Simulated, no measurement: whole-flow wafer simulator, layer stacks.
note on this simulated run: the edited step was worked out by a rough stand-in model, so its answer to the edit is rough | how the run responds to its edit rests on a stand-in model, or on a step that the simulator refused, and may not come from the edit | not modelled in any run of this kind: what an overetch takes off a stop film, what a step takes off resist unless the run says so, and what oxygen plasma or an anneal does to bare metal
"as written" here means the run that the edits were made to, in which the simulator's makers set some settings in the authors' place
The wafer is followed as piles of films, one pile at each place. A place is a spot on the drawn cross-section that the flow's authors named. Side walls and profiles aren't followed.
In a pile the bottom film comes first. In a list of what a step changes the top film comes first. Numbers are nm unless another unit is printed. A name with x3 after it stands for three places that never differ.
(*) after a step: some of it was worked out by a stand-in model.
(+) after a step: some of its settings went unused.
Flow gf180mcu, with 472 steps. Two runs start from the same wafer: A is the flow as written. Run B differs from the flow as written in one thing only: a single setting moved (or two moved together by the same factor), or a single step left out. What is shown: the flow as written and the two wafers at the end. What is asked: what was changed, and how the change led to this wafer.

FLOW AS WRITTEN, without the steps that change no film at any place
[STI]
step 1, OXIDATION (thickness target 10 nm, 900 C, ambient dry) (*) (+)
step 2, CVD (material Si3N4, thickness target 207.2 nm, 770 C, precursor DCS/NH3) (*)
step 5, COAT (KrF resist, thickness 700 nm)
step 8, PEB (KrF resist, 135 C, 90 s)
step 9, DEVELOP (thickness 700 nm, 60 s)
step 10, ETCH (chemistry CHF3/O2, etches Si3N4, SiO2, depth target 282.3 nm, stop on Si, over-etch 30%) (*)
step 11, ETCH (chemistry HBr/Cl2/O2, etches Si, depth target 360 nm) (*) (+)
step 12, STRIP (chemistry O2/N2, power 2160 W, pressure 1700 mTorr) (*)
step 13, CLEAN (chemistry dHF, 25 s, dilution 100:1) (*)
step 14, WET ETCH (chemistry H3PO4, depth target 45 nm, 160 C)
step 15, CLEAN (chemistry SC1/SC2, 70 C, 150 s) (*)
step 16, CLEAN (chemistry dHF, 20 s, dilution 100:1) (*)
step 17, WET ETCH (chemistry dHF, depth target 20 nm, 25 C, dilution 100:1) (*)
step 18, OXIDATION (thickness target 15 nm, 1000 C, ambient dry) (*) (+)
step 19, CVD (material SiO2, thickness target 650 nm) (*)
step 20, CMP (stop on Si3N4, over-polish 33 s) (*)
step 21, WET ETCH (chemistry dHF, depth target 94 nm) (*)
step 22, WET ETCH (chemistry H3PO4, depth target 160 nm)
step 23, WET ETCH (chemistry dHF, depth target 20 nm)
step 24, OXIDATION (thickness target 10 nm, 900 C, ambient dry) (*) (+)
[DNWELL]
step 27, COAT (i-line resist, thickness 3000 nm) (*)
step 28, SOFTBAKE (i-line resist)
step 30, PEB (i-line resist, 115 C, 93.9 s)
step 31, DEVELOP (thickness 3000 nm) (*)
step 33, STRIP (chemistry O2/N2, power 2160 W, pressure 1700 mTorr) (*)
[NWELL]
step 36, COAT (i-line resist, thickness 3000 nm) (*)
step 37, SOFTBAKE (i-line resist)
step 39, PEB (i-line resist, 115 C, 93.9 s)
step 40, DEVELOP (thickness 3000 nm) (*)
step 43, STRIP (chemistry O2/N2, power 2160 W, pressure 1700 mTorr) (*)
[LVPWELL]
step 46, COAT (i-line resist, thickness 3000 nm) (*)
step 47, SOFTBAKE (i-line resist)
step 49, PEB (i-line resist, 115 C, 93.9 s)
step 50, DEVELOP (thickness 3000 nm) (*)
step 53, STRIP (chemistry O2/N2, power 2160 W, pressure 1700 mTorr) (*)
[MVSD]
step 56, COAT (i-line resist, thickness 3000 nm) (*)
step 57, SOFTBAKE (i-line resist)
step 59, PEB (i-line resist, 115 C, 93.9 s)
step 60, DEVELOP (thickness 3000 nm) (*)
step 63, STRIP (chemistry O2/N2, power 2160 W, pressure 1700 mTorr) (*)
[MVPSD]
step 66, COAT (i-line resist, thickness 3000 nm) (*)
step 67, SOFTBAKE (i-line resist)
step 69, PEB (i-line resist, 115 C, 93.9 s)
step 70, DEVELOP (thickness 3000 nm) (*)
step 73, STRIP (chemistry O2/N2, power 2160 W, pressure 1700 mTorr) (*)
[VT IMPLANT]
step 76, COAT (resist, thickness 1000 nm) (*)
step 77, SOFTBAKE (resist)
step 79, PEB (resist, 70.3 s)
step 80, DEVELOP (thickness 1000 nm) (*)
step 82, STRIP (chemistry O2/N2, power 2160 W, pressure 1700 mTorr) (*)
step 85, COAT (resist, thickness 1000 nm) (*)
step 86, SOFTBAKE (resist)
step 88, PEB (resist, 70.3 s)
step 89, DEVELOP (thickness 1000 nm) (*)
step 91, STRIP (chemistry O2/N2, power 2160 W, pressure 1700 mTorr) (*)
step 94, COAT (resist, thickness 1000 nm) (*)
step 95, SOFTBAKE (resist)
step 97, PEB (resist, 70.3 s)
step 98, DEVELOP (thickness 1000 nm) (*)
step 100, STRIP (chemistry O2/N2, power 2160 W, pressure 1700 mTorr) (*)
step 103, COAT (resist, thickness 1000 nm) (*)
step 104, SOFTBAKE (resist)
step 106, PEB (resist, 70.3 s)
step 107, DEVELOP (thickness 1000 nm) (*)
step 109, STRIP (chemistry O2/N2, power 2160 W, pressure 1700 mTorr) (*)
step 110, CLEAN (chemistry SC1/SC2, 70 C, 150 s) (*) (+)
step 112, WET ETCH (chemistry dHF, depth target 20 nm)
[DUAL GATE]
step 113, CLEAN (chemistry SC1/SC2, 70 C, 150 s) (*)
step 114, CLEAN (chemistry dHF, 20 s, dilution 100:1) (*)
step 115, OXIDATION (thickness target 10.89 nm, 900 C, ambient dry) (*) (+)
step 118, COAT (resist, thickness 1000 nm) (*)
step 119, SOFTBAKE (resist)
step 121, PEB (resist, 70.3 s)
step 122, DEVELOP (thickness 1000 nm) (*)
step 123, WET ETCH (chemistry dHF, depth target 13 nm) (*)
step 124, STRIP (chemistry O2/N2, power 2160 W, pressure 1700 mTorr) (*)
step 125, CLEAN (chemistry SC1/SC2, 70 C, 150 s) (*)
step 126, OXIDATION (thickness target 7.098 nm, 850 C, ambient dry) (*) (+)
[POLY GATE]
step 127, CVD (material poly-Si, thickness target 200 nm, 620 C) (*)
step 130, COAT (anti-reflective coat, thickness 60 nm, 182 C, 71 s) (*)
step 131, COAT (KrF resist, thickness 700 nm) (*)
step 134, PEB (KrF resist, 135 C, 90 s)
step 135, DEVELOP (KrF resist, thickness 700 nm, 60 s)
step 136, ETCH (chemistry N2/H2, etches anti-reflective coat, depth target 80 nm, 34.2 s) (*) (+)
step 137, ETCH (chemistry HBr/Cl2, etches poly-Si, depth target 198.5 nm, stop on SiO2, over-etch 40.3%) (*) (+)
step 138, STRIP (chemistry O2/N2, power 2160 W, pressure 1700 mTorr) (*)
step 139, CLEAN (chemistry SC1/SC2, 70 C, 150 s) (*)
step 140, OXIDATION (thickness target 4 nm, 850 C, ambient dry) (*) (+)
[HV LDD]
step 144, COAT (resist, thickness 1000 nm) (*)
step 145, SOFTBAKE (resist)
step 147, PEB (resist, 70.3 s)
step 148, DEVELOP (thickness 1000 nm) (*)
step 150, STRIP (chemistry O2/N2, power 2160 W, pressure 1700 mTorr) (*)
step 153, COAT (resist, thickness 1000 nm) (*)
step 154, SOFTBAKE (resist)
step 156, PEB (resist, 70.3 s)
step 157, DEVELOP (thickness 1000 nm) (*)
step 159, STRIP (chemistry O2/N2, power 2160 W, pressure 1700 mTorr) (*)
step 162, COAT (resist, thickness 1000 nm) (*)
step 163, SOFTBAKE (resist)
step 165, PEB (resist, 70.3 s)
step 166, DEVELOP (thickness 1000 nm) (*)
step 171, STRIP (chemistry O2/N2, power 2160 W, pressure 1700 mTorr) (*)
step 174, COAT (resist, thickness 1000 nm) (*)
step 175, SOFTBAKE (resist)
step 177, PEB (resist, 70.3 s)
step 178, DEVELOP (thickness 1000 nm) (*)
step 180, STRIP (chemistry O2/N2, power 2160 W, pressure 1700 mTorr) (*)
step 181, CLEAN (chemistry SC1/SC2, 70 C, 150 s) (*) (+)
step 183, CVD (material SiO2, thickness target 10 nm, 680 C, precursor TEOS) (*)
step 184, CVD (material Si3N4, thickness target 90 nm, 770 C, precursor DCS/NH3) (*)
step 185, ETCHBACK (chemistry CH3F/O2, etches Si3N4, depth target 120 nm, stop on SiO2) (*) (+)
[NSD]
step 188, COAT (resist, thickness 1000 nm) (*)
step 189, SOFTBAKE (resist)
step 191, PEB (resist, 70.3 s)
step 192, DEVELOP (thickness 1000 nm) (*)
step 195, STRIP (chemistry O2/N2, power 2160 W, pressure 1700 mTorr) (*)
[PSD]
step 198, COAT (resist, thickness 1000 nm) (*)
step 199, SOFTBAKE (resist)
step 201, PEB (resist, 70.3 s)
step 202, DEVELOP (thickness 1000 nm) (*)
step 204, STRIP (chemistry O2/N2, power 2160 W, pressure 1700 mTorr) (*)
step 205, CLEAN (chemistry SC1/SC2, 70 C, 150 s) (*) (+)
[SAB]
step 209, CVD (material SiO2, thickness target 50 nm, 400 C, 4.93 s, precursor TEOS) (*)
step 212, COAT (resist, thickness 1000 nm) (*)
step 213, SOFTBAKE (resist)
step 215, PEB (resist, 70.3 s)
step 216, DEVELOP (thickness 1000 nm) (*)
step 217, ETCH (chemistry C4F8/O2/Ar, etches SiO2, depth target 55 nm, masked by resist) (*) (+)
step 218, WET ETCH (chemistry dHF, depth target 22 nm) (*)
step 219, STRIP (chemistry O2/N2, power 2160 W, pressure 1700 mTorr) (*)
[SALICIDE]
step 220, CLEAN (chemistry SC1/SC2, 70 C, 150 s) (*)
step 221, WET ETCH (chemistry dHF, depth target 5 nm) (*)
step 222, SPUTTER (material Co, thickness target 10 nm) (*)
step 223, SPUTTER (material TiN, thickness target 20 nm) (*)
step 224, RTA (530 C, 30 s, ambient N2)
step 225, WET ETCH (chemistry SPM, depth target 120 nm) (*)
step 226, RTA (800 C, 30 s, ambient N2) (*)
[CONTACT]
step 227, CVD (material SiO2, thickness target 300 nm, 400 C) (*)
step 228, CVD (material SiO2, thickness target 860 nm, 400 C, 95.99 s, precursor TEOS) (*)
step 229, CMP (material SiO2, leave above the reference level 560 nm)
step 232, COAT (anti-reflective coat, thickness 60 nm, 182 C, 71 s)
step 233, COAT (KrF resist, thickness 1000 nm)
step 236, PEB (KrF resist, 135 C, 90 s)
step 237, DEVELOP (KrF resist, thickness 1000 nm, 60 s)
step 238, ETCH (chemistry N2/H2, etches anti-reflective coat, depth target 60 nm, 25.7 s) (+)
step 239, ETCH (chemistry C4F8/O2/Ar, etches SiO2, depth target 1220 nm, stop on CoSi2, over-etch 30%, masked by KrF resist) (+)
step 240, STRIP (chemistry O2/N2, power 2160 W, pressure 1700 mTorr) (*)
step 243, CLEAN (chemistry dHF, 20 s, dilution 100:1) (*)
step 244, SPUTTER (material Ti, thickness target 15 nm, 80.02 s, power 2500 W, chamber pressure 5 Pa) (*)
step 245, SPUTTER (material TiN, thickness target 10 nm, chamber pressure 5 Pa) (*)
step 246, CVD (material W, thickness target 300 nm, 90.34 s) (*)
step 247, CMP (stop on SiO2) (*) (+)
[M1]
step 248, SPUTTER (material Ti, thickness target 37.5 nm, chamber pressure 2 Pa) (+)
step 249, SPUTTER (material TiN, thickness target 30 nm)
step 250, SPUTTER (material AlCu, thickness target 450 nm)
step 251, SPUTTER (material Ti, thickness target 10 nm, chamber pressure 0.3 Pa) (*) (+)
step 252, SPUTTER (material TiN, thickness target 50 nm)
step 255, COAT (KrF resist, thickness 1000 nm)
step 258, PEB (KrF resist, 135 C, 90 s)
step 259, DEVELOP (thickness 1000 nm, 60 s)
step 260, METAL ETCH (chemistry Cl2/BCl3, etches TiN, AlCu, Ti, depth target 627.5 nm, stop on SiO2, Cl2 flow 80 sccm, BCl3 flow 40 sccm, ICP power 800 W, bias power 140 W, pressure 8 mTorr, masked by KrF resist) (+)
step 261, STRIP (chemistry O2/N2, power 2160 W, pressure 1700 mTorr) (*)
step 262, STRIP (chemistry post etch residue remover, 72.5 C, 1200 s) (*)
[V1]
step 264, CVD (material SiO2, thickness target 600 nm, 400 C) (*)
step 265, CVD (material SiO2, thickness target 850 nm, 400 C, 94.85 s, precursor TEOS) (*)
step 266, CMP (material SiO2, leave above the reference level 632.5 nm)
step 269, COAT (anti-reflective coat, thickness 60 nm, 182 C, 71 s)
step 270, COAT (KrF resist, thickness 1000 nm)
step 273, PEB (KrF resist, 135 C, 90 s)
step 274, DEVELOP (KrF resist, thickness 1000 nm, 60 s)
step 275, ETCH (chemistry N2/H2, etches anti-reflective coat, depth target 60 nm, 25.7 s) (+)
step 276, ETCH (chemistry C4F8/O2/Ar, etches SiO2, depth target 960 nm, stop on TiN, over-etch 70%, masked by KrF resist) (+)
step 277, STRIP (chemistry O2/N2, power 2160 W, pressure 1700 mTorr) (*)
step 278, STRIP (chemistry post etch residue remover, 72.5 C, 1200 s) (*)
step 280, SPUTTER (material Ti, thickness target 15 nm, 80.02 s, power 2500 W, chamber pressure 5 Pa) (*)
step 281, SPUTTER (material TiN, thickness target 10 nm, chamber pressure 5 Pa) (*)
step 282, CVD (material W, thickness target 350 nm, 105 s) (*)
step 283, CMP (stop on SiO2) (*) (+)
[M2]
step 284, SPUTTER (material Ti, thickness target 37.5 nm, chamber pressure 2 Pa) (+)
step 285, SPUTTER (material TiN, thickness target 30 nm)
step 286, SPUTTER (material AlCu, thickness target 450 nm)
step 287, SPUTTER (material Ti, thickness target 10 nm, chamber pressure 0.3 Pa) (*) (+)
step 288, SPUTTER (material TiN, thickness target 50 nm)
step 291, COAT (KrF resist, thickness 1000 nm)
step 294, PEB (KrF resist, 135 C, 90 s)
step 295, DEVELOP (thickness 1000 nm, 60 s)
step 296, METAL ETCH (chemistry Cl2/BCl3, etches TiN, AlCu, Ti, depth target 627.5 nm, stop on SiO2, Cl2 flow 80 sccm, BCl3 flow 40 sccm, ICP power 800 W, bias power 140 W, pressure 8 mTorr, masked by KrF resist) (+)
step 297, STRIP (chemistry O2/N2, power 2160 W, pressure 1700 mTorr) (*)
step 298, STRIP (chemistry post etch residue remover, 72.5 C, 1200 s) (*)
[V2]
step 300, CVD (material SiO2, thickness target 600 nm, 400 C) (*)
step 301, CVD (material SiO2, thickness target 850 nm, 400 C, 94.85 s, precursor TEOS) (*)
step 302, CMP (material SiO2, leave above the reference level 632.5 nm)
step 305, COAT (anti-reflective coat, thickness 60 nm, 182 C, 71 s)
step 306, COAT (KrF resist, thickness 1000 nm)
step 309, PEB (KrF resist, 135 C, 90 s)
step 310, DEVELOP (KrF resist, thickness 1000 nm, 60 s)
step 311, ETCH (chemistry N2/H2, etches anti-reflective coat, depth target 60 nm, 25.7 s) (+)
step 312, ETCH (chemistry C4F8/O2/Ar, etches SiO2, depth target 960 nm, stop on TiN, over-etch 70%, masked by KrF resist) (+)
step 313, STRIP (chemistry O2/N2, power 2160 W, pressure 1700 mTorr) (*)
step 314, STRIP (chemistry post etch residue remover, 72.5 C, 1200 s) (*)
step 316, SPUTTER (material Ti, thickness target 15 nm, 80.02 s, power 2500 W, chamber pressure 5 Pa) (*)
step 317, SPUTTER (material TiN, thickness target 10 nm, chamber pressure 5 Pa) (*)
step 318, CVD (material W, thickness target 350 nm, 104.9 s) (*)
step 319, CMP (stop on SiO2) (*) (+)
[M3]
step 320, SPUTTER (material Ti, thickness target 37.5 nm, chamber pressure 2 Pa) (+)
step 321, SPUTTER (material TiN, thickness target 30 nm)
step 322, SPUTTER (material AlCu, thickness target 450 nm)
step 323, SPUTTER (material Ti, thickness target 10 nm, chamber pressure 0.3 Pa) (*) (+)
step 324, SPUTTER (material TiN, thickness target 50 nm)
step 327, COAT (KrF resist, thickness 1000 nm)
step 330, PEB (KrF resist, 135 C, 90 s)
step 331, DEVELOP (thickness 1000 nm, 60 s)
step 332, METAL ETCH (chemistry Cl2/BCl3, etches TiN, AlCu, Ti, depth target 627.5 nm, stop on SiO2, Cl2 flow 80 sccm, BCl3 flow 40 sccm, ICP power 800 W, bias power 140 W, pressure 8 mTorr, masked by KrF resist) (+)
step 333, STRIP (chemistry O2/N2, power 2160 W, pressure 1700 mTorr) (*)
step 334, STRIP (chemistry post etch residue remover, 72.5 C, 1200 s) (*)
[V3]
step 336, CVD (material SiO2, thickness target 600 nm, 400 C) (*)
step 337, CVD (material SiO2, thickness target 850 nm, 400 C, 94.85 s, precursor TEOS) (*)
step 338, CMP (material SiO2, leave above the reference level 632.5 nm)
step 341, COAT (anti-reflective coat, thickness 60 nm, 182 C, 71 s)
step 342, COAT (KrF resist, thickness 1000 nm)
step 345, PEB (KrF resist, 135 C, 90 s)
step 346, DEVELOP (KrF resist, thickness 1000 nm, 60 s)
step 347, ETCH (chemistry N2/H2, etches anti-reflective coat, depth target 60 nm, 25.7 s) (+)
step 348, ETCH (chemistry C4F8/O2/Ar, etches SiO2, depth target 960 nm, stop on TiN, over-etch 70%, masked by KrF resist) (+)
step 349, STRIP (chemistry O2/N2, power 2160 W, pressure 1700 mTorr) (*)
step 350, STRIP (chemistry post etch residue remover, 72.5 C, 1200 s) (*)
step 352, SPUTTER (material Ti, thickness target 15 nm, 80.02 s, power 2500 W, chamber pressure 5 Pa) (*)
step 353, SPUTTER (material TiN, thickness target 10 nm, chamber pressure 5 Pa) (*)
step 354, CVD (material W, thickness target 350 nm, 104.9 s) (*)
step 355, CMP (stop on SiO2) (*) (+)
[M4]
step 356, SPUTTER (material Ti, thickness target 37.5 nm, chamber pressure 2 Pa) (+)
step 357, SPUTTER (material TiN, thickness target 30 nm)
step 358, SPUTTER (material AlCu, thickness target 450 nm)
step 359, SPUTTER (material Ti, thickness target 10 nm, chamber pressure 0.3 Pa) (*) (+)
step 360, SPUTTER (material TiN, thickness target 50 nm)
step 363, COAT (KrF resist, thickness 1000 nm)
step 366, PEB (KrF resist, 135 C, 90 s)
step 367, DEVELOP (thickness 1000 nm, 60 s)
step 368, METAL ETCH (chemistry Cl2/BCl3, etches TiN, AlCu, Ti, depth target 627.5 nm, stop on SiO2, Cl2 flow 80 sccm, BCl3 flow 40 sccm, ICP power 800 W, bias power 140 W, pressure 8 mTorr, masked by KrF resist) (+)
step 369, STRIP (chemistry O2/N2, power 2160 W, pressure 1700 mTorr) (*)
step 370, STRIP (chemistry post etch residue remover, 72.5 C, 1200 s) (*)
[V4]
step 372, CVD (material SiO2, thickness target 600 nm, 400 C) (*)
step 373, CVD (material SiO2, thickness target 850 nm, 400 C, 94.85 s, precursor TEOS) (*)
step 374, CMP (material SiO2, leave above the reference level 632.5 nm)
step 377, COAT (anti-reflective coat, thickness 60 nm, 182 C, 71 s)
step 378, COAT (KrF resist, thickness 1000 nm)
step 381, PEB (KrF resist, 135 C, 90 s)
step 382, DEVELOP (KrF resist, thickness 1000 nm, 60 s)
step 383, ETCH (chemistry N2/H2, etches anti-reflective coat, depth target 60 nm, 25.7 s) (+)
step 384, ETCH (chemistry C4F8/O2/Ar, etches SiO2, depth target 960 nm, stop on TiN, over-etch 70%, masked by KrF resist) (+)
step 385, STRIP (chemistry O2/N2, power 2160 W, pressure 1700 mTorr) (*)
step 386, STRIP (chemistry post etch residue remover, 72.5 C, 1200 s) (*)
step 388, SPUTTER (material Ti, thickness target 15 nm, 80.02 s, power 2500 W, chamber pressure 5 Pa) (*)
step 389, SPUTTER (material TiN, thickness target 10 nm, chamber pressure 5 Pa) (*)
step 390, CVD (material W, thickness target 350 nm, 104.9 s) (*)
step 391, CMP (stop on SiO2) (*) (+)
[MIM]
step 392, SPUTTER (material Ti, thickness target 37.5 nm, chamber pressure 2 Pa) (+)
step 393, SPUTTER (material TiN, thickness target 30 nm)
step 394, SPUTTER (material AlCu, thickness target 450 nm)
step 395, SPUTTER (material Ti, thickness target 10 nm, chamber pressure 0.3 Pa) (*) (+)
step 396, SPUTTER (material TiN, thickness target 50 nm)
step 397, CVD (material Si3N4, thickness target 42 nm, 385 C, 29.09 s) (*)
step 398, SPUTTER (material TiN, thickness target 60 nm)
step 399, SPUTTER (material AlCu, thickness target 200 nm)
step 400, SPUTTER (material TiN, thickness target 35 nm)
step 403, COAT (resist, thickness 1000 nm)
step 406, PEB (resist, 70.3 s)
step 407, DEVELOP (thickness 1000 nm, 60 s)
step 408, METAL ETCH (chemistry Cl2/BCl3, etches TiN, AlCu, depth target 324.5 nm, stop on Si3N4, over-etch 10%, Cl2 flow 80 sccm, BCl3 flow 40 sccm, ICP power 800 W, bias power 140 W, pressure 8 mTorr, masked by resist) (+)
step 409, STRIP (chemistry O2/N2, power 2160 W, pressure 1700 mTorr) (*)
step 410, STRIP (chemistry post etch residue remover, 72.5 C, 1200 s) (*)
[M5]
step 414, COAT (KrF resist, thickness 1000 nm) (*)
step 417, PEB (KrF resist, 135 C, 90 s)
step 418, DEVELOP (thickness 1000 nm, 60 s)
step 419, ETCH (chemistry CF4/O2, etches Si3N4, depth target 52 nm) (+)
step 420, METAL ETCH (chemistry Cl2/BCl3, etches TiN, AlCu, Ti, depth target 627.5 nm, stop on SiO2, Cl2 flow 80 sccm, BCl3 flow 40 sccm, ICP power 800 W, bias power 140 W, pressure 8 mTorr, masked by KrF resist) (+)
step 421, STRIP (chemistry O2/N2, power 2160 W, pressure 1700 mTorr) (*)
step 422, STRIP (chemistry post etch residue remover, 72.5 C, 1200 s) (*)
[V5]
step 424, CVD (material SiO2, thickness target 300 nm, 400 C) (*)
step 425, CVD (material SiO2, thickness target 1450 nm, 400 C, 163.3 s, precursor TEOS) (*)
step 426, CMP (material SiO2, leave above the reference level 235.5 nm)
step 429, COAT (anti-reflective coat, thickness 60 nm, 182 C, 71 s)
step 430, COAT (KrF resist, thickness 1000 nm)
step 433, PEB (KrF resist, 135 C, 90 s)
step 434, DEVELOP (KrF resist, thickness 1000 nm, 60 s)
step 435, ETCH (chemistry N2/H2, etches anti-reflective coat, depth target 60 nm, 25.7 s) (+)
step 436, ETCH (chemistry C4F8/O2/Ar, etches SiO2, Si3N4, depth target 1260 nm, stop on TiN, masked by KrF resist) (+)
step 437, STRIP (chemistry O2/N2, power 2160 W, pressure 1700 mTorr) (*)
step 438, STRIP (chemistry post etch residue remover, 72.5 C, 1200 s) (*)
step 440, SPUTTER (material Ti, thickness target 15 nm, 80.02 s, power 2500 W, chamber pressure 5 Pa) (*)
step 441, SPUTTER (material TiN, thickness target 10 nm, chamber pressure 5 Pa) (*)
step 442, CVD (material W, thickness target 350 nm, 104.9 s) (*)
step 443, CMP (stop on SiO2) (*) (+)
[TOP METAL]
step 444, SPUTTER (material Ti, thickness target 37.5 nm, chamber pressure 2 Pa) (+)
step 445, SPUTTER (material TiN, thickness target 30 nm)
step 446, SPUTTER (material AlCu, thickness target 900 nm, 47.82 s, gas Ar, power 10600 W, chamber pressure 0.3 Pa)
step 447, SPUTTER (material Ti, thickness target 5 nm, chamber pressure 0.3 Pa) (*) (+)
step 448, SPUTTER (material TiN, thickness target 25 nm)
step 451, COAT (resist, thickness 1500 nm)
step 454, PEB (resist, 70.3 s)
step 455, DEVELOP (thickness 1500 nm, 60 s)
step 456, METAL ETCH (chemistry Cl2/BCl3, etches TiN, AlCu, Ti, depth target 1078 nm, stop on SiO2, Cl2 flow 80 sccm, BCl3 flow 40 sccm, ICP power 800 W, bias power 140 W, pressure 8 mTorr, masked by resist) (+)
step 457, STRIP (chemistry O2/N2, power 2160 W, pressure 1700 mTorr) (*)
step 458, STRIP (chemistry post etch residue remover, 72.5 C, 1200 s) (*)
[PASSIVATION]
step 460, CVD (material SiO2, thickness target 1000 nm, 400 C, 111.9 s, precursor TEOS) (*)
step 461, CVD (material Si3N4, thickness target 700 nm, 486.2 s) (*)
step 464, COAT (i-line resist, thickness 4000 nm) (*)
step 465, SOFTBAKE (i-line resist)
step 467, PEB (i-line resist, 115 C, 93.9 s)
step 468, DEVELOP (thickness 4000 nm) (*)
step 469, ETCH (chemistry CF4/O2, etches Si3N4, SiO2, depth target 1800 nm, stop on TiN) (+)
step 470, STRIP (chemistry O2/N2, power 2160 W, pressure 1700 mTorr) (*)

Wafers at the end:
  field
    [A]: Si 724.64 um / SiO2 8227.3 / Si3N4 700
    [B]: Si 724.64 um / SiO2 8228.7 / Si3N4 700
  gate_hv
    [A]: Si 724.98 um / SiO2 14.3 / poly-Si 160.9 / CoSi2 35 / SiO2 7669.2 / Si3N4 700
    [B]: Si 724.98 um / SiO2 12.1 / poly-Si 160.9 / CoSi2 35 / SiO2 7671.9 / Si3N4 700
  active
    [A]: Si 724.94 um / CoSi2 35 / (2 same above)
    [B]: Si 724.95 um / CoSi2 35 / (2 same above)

What caused this: step 126, OXIDATION: thickness target 2.91 nm was run, whereas the flow has thickness target 7.098 nm.

How this came from the change, step by step:
  step 126, OXIDATION (thickness target 7.098 nm, 850 C, ambient dry) (*) (+)
      gate_hv, active_hv, active_nat and 25 more: A SiO2 gains 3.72, Si loses 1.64 | B SiO2 gains 1.55, Si loses 0.68
      active, n_well, p_well and 12 more: A SiO2 gains 7.1 (new film), chemical SiO2 loses 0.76 (all of it), Si loses 2.79 | B SiO2 gains 2.91 (new film), chemical SiO2 loses 0.76 (all of it), Si loses 0.95
  step 130, COAT (anti-reflective coat, thickness 60 nm, 182 C, 71 s) (*)
      p_well, spacer, sd_n: A anti-reflective coat gains 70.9 (new film) | B anti-reflective coat gains 73 (new film)
      contact: A anti-reflective coat gains 67.5 (new film) | B anti-reflective coat gains 68.9 (new film)
      (and at 2 other places as well)
  step 136, ETCH (chemistry N2/H2, etches anti-reflective coat, depth target 80 nm, 34.2 s) (*) (+)
      p_well, spacer, sd_n: A anti-reflective coat loses 70.9 (all of it), poly-Si loses 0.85 | B anti-reflective coat loses 73 (all of it), poly-Si loses 0.8
      contact: A anti-reflective coat loses 67.5 (all of it), poly-Si loses 0.94 | B anti-reflective coat loses 68.9 (all of it), poly-Si loses 0.9
      (and at 2 other places as well)
  step 140, OXIDATION (thickness target 4 nm, 850 C, ambient dry) (*) (+)
      active, n_well, p_well and 10 more: A SiO2 gains 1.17, Si loses 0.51 | B SiO2 gains 1.83, Si loses 0.8
  step 189, SOFTBAKE (resist)
      field__w9: A resist gains 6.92 | B resist loses 3.07
      active_hv: A resist gains 2.68 | B resist loses 0.51
      (and at 1 other place as well)
  step 199, SOFTBAKE (resist)
      field__w9: A resist gains 6.92 | B resist loses 3.07
      active_hv: A resist gains 2.68 | B resist loses 0.51
      (and at 1 other place as well)
  step 218, WET ETCH (chemistry dHF, depth target 22 nm) (*)
      active, p_well, sd_n, iso_ptap_pw, iso_ntap_nw, iso_ptap_sub, vpnp_e: A SiO2 loses 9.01 (all of it) | B SiO2 loses 5.48 (all of it)
      ldn_tap, ldn_src, ldn_drn, ldp_tap, ldp_src, ldp_drn, ldp_gr: A SiO2 loses 16 (all of it) | B SiO2 loses 13.9 (all of it)
      (and at 9 other places as well)
  step 223, SPUTTER (material TiN, thickness target 20 nm) (*)
      field__w12: A TiN gains 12 (new film) | B TiN gains 12.6 (new film)
  step 225, WET ETCH (chemistry SPM, depth target 120 nm) (*)
      field__w12: A TiN loses 12 (all of it), Co loses 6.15 (all of it) | B TiN loses 12.6 (all of it), Co loses 6.15 (all of it)
